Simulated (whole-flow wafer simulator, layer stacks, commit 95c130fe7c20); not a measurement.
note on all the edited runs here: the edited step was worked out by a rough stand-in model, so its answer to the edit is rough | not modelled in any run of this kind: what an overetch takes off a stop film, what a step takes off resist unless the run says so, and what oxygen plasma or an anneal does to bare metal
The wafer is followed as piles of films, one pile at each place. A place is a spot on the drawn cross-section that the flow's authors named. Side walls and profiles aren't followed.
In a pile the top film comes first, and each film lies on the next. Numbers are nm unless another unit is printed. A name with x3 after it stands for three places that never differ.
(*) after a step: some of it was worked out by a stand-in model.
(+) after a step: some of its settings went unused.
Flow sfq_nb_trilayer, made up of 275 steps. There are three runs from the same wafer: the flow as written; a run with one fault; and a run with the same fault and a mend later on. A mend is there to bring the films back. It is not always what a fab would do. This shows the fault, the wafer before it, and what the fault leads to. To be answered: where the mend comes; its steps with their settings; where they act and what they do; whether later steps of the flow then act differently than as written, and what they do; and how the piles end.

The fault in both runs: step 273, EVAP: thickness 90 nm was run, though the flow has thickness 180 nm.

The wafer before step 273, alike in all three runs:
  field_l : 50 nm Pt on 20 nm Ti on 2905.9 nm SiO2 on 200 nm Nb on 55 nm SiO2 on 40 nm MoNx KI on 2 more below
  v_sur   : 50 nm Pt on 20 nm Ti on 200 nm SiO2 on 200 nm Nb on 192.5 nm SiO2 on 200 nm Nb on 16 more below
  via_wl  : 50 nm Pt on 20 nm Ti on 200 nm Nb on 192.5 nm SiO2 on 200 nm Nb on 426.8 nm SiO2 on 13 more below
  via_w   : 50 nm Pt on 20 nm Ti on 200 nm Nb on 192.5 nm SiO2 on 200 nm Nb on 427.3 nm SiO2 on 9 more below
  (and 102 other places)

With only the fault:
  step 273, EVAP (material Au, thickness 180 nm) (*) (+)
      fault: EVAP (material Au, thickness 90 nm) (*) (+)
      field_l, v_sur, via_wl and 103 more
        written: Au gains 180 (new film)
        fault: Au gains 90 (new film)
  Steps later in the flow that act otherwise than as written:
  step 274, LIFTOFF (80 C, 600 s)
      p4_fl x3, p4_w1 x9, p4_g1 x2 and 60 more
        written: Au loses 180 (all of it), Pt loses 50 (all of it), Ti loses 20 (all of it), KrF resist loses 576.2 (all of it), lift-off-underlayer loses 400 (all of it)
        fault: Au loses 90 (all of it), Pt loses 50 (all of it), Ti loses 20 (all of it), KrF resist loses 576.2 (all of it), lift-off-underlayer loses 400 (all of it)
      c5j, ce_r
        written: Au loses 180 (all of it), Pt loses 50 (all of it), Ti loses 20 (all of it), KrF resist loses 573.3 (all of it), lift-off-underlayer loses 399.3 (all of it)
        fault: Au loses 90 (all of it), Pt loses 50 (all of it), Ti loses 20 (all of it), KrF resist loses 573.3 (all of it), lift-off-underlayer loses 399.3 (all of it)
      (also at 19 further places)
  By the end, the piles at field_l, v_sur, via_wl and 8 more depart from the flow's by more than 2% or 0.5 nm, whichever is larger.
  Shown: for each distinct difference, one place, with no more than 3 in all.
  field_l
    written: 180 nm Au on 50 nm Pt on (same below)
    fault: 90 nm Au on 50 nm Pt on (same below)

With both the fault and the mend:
  The mend follows step 273.
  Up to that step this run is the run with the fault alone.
  step 273a, EVAP (material Au, thickness 90 nm) (*) (+) (a further turn of the flow's step 273, with different settings)
      field_l, v_sur, via_wl and 103 more
        Au gains 90
  Later steps of the flow that are run all act as written at every place that is followed.
  The piles end the same as the flow's at every place that both follow.
